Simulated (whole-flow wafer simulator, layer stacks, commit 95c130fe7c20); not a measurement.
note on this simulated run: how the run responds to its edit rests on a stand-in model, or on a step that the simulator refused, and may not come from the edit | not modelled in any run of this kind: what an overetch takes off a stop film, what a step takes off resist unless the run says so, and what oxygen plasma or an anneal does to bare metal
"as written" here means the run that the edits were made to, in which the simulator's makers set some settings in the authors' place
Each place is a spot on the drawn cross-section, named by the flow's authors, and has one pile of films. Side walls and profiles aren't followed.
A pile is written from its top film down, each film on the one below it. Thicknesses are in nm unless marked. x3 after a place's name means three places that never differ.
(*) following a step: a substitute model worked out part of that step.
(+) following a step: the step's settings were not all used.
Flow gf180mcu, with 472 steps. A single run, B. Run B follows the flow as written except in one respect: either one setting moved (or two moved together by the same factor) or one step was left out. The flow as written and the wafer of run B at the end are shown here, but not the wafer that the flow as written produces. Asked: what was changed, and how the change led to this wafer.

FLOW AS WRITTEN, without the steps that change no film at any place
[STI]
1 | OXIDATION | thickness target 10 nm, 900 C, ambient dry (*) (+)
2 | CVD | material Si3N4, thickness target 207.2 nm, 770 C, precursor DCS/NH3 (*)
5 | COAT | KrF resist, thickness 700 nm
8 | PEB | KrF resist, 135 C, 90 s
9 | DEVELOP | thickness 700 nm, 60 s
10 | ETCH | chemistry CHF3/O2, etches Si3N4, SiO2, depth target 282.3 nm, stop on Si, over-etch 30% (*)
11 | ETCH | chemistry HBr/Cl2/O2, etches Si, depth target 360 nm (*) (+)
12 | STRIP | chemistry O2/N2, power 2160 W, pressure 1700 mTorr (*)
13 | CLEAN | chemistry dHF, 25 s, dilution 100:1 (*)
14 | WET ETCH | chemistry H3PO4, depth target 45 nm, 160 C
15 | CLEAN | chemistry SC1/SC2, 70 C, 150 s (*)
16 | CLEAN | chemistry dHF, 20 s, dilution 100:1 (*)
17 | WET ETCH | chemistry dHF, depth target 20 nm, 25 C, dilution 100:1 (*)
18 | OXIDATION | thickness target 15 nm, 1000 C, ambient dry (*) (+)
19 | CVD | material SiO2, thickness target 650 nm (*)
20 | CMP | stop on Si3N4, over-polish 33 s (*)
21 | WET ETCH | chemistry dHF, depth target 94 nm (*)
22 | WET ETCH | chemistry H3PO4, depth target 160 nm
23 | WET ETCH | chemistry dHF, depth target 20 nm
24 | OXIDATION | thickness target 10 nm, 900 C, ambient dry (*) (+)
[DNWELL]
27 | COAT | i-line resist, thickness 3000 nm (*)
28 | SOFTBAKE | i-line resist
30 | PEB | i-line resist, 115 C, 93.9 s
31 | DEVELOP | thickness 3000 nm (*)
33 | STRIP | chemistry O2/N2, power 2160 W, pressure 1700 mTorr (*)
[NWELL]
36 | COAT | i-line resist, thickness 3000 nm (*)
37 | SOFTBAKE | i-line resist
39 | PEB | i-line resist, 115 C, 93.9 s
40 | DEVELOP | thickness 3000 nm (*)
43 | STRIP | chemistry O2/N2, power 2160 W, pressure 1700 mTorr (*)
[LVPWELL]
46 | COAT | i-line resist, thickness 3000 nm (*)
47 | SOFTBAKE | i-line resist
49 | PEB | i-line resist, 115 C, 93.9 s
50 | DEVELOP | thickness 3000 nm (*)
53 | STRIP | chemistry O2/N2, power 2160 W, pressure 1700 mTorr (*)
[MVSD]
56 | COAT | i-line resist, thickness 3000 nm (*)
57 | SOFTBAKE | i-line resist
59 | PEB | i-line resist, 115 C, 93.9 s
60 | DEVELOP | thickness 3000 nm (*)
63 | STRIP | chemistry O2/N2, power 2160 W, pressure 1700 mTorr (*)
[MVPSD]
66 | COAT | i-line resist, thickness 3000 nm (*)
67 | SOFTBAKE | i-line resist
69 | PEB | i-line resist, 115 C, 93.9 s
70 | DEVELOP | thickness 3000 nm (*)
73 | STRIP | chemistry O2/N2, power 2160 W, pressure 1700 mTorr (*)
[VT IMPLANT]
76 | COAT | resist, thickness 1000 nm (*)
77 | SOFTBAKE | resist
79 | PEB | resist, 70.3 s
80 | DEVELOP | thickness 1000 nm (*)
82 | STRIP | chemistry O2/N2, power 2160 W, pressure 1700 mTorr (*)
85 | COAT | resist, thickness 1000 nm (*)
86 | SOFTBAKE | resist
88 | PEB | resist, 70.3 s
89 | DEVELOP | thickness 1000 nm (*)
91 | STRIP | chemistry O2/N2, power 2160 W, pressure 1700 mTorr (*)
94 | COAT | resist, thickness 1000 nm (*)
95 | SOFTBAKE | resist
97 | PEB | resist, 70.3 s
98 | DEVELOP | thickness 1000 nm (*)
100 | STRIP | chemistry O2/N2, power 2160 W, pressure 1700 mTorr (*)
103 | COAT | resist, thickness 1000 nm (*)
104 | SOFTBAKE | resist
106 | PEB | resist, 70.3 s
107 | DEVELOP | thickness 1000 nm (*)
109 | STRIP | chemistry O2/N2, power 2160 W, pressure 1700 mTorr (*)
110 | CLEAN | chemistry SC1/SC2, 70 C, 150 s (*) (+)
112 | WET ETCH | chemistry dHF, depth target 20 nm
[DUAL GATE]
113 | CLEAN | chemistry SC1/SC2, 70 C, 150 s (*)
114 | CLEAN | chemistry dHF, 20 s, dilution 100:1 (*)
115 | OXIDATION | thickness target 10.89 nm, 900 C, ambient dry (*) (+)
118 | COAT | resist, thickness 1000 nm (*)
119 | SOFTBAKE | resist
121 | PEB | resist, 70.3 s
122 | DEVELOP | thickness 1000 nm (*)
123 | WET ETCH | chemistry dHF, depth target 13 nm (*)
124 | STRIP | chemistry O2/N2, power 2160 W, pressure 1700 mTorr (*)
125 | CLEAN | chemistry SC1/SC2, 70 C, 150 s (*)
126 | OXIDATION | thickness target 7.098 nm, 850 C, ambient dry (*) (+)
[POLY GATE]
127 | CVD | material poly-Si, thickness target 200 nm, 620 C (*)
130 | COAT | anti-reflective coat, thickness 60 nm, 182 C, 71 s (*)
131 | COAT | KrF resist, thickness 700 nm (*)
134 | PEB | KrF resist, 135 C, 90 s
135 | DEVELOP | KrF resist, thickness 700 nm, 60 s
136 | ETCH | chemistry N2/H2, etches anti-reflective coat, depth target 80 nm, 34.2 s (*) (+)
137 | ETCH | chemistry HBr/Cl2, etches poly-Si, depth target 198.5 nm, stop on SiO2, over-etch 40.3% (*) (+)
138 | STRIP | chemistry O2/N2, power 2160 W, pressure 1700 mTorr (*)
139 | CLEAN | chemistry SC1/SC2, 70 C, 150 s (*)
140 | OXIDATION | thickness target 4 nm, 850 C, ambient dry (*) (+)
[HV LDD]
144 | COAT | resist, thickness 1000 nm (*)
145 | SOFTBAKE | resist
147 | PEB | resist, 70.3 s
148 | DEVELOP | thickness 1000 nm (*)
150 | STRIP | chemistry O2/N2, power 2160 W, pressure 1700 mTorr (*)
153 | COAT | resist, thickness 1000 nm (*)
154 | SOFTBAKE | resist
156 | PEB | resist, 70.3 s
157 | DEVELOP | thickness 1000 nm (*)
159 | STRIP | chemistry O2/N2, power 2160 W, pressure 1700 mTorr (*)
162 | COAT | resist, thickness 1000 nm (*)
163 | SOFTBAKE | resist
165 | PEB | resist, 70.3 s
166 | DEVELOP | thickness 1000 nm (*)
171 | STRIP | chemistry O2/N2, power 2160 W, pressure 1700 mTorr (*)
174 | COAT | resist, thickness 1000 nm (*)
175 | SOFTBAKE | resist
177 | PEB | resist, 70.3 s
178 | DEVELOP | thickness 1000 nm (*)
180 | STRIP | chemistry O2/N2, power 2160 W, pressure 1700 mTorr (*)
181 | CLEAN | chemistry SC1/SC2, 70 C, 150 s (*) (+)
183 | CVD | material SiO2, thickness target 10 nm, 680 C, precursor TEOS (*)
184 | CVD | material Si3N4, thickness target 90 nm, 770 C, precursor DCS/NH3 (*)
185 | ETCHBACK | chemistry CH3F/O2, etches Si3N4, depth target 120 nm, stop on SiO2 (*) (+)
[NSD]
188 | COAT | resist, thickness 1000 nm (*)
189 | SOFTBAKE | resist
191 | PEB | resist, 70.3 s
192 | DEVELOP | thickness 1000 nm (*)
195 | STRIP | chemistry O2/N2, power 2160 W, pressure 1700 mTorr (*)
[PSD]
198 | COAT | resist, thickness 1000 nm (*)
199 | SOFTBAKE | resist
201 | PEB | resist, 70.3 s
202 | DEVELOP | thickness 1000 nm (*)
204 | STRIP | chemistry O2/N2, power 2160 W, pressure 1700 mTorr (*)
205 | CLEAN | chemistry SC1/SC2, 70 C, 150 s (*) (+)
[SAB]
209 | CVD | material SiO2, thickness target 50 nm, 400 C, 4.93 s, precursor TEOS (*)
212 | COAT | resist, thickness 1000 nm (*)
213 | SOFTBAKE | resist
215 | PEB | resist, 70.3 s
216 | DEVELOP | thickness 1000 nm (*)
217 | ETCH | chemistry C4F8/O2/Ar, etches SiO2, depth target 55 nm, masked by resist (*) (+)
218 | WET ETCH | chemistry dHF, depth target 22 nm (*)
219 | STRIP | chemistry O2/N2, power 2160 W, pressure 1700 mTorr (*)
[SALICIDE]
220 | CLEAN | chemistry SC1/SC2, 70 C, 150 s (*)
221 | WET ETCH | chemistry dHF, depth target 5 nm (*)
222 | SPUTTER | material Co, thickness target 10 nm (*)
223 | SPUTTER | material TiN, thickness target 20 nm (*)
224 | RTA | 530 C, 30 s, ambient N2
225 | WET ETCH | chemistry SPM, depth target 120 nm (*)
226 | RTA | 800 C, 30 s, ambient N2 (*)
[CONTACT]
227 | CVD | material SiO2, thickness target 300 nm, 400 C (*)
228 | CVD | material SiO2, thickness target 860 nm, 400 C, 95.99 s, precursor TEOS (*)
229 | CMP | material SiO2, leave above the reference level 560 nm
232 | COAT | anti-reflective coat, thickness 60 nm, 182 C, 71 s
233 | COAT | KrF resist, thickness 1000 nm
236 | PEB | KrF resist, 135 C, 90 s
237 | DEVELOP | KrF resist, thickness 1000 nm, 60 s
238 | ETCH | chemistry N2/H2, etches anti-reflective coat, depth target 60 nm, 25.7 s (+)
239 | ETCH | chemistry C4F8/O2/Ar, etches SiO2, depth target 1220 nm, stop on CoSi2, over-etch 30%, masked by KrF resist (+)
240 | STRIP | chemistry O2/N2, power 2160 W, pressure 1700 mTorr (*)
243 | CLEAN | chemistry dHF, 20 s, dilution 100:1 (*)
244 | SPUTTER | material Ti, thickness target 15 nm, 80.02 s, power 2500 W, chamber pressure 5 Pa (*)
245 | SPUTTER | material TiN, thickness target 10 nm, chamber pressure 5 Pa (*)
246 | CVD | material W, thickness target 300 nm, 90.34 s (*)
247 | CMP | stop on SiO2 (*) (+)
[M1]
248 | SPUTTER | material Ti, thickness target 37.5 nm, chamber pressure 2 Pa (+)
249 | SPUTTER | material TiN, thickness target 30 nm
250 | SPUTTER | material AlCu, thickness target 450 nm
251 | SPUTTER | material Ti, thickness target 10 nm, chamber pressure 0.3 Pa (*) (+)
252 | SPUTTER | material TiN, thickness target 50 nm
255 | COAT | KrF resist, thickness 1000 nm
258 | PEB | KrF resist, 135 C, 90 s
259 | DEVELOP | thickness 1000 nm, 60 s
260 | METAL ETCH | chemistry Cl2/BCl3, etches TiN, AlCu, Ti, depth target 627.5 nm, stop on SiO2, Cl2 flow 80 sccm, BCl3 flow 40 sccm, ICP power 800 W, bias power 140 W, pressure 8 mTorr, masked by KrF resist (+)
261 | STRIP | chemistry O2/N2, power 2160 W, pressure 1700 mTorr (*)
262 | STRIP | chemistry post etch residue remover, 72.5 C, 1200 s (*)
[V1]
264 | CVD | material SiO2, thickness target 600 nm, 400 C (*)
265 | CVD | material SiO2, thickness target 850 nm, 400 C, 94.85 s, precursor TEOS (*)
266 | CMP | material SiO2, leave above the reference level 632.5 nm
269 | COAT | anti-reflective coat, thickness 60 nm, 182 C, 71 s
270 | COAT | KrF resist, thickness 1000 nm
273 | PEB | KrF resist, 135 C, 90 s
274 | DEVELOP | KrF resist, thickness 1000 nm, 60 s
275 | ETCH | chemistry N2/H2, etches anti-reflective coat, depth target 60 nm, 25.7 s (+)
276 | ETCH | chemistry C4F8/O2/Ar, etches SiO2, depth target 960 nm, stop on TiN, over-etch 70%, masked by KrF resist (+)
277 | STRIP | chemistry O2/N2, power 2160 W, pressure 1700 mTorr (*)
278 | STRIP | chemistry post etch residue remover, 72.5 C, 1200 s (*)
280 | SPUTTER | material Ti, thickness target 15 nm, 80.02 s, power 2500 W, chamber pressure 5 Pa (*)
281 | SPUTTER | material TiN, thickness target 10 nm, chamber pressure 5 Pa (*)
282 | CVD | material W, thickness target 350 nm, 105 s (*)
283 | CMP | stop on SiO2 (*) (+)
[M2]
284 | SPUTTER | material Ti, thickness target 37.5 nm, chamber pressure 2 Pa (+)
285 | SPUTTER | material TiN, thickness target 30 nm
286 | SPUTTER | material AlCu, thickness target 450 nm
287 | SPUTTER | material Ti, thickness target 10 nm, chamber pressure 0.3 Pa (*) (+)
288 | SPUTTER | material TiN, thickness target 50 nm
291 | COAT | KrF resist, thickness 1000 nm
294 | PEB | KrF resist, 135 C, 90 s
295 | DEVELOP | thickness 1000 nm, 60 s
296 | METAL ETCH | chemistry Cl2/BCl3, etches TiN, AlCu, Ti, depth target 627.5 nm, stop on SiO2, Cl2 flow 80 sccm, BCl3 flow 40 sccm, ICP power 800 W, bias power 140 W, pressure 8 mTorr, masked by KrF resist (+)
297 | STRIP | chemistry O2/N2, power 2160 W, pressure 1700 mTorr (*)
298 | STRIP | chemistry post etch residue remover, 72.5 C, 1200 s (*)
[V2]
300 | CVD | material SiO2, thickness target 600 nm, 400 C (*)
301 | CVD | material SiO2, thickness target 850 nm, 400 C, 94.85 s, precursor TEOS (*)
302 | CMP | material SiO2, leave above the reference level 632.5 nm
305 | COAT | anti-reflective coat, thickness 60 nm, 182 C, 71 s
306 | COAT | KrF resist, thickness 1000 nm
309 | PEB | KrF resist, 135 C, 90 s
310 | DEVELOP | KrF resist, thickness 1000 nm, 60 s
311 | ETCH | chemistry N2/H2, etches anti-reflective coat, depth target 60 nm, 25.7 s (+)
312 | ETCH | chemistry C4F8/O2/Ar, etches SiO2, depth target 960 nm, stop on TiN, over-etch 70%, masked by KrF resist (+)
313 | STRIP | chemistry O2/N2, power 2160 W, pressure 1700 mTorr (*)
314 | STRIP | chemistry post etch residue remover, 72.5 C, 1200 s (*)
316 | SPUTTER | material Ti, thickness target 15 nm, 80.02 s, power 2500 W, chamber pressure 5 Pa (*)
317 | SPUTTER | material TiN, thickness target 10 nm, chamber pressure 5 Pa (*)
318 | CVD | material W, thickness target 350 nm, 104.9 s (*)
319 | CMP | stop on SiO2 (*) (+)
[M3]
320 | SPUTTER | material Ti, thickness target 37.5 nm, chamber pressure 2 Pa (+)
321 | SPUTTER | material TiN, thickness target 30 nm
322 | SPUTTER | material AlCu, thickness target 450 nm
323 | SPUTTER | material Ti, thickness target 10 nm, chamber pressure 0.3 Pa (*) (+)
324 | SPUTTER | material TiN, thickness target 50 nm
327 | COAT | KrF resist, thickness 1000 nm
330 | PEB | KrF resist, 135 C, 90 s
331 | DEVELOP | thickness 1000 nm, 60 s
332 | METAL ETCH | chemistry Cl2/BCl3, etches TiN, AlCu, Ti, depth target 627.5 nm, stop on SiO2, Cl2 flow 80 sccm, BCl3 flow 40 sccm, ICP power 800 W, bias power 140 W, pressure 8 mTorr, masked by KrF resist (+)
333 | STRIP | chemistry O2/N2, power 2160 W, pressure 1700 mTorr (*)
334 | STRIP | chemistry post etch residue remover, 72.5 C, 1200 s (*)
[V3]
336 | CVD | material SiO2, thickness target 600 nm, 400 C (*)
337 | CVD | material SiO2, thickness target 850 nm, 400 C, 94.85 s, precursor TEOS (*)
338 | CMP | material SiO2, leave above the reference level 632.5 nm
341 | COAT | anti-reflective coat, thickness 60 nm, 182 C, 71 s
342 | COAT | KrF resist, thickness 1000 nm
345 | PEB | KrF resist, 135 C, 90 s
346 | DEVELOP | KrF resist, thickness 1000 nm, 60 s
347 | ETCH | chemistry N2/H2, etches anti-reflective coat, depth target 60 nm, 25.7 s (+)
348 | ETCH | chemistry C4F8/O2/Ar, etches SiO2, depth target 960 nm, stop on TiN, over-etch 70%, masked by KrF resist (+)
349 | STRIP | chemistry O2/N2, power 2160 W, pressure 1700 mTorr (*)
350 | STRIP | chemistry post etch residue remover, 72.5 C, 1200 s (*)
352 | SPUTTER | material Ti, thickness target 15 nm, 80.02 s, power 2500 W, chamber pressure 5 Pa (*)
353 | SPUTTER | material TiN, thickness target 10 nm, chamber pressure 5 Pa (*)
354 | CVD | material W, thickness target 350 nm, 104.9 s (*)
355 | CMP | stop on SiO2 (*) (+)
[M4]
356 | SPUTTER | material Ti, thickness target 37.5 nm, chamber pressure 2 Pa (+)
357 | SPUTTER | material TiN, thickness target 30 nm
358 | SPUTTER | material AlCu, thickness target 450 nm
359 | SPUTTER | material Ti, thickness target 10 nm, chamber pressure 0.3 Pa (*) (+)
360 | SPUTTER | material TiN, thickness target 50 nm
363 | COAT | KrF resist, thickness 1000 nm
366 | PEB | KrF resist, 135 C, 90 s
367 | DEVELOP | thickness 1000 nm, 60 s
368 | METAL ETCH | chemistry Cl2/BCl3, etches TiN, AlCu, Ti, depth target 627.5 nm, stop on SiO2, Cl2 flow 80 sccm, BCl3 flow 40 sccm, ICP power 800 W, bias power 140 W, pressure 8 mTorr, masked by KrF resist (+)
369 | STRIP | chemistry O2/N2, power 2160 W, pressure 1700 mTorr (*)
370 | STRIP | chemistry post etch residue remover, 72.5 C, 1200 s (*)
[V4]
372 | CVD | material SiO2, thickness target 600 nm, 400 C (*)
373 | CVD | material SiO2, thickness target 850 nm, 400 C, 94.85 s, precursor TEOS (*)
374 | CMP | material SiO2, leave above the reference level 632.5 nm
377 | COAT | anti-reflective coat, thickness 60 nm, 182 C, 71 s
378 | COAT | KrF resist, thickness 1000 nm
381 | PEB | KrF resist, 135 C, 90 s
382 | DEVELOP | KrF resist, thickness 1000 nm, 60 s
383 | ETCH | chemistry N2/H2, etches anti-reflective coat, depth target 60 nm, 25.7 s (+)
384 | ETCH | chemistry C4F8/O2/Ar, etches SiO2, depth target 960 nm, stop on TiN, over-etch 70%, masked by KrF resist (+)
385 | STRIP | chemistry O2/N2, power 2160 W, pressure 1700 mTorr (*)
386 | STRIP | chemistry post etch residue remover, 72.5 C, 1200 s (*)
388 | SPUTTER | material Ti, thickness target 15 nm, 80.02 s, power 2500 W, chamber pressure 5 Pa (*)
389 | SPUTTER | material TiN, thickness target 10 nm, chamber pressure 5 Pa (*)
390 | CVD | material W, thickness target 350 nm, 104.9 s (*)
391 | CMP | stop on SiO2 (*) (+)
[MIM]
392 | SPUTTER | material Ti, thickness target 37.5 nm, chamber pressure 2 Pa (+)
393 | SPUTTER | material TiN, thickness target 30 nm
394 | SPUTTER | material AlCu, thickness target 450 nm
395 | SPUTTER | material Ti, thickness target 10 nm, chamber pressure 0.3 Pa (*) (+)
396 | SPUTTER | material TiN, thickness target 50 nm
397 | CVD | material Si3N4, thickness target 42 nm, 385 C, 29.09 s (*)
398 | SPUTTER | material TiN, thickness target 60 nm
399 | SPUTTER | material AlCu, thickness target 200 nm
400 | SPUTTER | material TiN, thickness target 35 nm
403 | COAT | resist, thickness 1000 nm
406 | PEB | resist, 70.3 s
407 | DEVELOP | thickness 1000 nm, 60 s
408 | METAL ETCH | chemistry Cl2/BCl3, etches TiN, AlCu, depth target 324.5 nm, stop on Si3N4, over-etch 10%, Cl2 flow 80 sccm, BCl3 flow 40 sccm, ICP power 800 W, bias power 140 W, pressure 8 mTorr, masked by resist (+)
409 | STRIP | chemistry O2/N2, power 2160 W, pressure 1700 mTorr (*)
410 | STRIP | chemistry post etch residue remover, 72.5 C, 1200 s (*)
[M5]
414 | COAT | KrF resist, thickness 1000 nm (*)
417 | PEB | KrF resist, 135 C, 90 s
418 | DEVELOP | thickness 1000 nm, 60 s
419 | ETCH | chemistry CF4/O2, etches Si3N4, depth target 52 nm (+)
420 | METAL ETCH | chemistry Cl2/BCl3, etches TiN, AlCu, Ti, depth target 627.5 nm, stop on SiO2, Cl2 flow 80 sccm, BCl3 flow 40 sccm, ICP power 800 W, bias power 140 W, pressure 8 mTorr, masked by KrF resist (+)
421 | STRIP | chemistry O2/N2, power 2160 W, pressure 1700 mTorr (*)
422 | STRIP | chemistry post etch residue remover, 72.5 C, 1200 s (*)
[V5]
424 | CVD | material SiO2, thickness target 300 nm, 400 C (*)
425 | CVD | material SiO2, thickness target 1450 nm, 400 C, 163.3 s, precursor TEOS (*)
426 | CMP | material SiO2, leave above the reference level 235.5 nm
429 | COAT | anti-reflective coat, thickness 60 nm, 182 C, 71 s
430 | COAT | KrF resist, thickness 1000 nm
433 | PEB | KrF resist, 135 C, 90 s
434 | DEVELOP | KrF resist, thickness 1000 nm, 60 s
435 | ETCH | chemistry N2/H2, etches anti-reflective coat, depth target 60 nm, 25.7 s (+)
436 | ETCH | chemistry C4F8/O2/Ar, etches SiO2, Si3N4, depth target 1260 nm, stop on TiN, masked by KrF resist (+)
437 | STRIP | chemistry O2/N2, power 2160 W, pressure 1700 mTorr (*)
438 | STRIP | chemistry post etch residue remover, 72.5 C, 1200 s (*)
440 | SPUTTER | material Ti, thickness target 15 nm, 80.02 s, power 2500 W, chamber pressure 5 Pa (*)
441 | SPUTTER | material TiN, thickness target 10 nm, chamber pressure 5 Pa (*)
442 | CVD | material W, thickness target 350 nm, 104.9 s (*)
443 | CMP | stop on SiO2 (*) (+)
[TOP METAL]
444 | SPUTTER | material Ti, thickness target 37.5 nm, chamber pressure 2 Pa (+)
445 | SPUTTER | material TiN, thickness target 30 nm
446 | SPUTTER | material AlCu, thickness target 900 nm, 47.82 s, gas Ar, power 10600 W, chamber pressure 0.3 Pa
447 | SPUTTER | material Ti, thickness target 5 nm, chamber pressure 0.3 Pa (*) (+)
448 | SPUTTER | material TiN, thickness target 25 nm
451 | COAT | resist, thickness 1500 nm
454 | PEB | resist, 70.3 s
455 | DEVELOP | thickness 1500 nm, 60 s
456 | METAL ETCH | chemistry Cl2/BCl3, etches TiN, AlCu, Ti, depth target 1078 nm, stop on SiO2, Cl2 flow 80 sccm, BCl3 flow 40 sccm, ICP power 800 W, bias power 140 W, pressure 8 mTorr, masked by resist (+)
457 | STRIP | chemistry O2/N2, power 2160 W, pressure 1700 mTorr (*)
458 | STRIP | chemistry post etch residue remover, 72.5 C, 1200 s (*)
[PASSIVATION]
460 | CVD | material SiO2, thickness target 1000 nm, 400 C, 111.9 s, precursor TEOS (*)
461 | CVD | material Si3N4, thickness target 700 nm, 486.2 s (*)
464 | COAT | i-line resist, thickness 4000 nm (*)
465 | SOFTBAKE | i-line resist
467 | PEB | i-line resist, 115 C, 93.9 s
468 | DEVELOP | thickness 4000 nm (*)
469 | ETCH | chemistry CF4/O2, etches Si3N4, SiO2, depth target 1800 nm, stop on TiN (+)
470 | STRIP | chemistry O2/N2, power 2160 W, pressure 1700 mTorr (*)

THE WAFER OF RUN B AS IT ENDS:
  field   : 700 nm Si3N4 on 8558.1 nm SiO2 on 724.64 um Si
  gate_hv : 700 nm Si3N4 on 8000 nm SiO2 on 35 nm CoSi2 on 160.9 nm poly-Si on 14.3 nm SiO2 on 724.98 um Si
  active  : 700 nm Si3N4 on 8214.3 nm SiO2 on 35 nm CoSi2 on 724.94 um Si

What caused this: step 338, CMP: leave above the reference level 964.6 nm was run, though the flow has leave above the reference level 632.5 nm.

The path from the change to this, step by step:
  338 | CMP | material SiO2, leave above the reference level 632.5 nm
      field, field__w1, field__w2 and 103 more: nothing (as written it would have been: -300 SiO2)
      field__w8, contact, m1, m1__w1, m1_nw: -545 SiO2 (as written it would have been: -877.1 SiO2)
  341 | COAT | anti-reflective coat, thickness 60 nm, 182 C, 71 s
      field: +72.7 anti-reflective coat (new film) (as written it would have been: +60 anti-reflective coat (new film))
      field__w8: +41.7 anti-reflective coat (new film) (as written it would have been: +60 anti-reflective coat (new film))
      (and at 11 other places as well)
  347 | ETCH | chemistry N2/H2, etches anti-reflective coat, depth target 60 nm, 25.7 s (+)
      contact: -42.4 anti-reflective coat (all of it), -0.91 SiO2 (as written it would have been: -60 anti-reflective coat (all of it), -0.46 SiO2)
  348 | ETCH | chemistry C4F8/O2/Ar, etches SiO2, depth target 960 nm, stop on TiN, over-etch 70%, masked by KrF resist (+)
      contact: -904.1 SiO2 (all of it) (as written it would have been: -572.5 SiO2 (all of it))
  349 | STRIP | chemistry O2/N2, power 2160 W, pressure 1700 mTorr (*)
      field: -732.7 KrF resist (all of it), -72.7 anti-reflective coat (all of it) (as written it would have been: -739.2 KrF resist (all of it), -60 anti-reflective coat (all of it))
      field__w8: -736.2 KrF resist (all of it), -41.7 anti-reflective coat (all of it) (as written it would have been: -739.2 KrF resist (all of it), -60 anti-reflective coat (all of it))
      (and at 10 other places as well)
  352 | SPUTTER | material Ti, thickness target 15 nm, 80.02 s, power 2500 W, chamber pressure 5 Pa (*)
      contact: +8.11 Ti (new film) (as written it would have been: +9.65 Ti (new film))
  353 | SPUTTER | material TiN, thickness target 10 nm, chamber pressure 5 Pa (*)
      contact: +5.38 TiN (new film) (as written it would have been: +6.4 TiN (new film))
  354 | CVD | material W, thickness target 350 nm, 104.9 s (*)
      contact: +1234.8 W (new film) (as written it would have been: +932.3 W (new film))
  355 | CMP | stop on SiO2 (*) (+)
      m1, m1__w1, m1_nw: -350 W (all of it), -10 TiN (all of it), -15 Ti (all of it), -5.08 SiO2 (as written it would have been: -350 W (all of it), -10 TiN (all of it), -15 Ti (all of it), -3.78 SiO2)
      field__w8: -350 W (all of it), -10 TiN (all of it), -15 Ti (all of it), -5.09 SiO2 (as written it would have been: -350 W (all of it), -10 TiN (all of it), -15 Ti (all of it), -3.78 SiO2)
  363 | COAT | KrF resist, thickness 1000 nm
      field__w8: +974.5 KrF resist (new film) (as written it would have been: +1000 KrF resist (new film))
      m1: +974.1 KrF resist (new film) (as written it would have been: +1000 KrF resist (new film))
      (and at 2 other places as well)
  369 | STRIP | chemistry O2/N2, power 2160 W, pressure 1700 mTorr (*)
      field__w8: -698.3 KrF resist (all of it) (as written it would have been: -723.5 KrF resist (all of it))
      m1: -697.9 KrF resist (all of it) (as written it would have been: -723.5 KrF resist (all of it))
      (and at 2 other places as well)
  374 | CMP | material SiO2, leave above the reference level 632.5 nm
      field, field__w1, field__w2 and 103 more: -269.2 SiO2 (as written it would have been: -300 SiO2)
      contact: -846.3 SiO2 (as written it would have been: -877.1 SiO2)
  384 | ETCH | chemistry C4F8/O2/Ar, etches SiO2, depth target 960 nm, stop on TiN, over-etch 70%, masked by KrF resist (+)
      contact: -603.3 SiO2 (all of it) (as written it would have been: -572.5 SiO2 (all of it))
  390 | CVD | material W, thickness target 350 nm, 104.9 s (*)
      contact: +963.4 W (new film) (as written it would have been: +932.3 W (new film))
